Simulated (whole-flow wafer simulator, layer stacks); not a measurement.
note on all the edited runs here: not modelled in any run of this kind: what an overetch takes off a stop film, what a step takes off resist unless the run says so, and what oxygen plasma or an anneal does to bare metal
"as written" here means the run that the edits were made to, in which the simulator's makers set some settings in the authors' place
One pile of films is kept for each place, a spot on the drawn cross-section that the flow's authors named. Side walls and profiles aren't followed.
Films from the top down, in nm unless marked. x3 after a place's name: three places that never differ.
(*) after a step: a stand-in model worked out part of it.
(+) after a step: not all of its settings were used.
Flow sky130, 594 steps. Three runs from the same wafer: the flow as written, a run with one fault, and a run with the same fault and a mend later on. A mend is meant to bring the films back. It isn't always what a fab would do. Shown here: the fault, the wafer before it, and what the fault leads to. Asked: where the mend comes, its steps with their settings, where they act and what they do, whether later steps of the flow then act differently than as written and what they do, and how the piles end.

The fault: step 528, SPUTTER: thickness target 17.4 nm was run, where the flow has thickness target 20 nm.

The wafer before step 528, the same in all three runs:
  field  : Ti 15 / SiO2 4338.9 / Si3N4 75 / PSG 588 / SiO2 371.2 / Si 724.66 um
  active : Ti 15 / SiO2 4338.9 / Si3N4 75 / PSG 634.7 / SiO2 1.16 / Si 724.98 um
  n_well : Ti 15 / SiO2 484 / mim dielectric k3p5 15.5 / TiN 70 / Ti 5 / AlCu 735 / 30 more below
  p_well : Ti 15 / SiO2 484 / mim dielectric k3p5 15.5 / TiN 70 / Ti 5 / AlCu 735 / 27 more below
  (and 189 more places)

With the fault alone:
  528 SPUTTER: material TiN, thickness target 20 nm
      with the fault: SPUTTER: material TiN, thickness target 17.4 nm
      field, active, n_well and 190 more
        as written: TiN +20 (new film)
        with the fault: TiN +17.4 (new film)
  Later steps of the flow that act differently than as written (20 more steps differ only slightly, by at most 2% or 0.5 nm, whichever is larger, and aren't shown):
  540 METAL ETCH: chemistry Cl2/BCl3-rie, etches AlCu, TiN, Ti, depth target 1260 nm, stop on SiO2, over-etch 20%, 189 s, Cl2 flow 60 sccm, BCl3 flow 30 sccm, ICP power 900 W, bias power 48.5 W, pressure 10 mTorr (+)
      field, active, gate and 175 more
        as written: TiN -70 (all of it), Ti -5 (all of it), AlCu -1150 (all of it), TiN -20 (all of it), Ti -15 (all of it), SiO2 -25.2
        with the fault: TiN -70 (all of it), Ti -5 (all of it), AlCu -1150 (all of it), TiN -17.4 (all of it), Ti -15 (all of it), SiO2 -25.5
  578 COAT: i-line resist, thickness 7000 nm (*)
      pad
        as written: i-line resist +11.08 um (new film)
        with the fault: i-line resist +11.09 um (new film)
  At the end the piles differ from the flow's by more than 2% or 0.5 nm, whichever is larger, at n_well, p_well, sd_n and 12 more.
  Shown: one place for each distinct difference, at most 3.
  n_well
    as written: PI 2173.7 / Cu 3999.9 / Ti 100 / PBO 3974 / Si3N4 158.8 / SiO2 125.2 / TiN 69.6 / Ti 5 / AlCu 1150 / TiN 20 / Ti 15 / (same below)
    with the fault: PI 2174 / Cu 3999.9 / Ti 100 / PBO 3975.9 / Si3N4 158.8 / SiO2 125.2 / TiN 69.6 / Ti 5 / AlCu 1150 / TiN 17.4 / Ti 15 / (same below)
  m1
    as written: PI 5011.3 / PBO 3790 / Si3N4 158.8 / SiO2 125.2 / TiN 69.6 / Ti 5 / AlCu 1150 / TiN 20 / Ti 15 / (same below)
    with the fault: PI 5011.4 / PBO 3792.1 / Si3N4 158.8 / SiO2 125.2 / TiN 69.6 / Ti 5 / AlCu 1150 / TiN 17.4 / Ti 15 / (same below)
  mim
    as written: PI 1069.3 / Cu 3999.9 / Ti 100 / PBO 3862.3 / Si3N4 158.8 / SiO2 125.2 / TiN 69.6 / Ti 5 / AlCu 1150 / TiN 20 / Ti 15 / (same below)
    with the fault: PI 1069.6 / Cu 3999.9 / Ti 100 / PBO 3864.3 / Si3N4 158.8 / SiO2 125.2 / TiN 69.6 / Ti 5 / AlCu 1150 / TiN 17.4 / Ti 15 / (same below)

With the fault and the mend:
  The mend comes after step 528.
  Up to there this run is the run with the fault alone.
  528a SPUTTER: material TiN, thickness target 2.6 nm (the flow's step 528 once more, with other settings)
      field, active, n_well and 190 more
        TiN +2.6
  No later step of the flow acts differently than as written at any place that is followed.
  At the end the piles are the same as the flow's at every place that both follow.
